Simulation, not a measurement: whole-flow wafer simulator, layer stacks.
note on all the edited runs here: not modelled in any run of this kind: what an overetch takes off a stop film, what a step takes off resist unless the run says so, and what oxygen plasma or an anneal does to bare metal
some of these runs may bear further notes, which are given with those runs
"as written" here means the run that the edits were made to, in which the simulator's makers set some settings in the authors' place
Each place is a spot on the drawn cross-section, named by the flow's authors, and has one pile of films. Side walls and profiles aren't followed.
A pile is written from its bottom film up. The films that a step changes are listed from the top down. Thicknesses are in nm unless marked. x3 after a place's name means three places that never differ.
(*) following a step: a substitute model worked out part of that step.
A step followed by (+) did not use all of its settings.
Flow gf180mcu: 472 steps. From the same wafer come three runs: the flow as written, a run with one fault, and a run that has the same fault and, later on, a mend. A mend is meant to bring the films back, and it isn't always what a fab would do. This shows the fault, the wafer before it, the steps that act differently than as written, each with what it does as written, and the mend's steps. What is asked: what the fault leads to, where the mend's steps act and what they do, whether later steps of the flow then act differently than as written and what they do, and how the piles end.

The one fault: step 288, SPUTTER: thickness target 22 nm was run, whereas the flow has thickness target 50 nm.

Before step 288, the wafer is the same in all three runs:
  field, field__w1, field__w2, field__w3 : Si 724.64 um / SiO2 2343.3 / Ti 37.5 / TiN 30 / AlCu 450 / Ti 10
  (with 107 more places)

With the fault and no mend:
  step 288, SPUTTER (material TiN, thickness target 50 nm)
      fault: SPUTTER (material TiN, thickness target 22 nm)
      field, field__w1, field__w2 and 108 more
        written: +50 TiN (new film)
        fault: +22 TiN (new film)
  Later steps of the flow acting differently than as written (2 more steps, not shown, differ only slightly: by at most 2% or 0.5 nm, whichever is larger):
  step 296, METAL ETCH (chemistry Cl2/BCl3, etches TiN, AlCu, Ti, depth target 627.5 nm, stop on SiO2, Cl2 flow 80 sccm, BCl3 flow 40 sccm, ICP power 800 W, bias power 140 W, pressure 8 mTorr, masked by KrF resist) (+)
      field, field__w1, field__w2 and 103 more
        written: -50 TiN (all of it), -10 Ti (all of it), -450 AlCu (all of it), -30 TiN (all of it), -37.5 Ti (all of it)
        fault: -22 TiN (all of it), -10 Ti (all of it), -450 AlCu (all of it), -30 TiN (all of it), -37.5 Ti (all of it)
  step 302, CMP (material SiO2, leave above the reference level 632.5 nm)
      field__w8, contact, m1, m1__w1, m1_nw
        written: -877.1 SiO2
        fault: -849.1 SiO2
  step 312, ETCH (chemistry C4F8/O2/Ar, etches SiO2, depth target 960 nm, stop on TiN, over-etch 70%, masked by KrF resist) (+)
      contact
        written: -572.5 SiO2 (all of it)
        fault: -600.5 SiO2 (all of it)
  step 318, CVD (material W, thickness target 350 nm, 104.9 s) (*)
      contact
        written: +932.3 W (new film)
        fault: +960.5 W (new film)
  At field__w8, contact, m1, m1__w1, m1_nw, the piles at the end differ from the flow's by more than 2% or 0.5 nm, whichever is larger.
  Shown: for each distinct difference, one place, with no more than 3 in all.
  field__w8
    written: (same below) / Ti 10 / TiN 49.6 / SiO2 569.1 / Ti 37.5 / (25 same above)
    fault: (same below) / Ti 10 / TiN 21.6 / SiO2 597.1 / Ti 37.5 / (25 same above)
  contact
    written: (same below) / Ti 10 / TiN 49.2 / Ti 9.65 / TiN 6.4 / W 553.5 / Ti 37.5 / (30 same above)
    fault: (same below) / Ti 10 / TiN 21.2 / Ti 9.5 / TiN 6.3 / W 581.8 / Ti 37.5 / (30 same above)

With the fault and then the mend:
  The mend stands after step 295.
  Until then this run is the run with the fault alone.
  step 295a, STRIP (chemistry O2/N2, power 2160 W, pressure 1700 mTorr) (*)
      field__w8, contact, m1, m1__w1, m1_nw
        -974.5 KrF resist (all of it)
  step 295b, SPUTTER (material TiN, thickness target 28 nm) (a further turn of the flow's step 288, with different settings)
      field, field__w1, field__w2 and 108 more
        +28 TiN
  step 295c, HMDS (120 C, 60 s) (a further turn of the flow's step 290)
      alters no film at any place that is followed
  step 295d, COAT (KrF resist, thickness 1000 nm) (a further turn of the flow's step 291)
      field, field__w1, field__w2 and 108 more
        +1000 KrF resist (new film)
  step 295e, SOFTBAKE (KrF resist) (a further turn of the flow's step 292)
      alters no film at any place that is followed
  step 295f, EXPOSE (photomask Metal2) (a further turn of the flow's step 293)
      alters no film at any place that is followed
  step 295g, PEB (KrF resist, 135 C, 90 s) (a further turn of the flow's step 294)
      field, field__w1, field__w2 and 108 more
        -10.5 KrF resist
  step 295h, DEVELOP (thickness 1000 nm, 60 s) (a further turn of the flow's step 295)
      field, field__w1, field__w2 and 103 more
        -989.5 KrF resist (all of it)
      field__w8, contact, m1, m1__w1, m1_nw
        -14.9 KrF resist
  None of the later steps of the flow acts differently than as written at any place that is followed.
  By the end, the piles equal the flow's at every place that both follow.
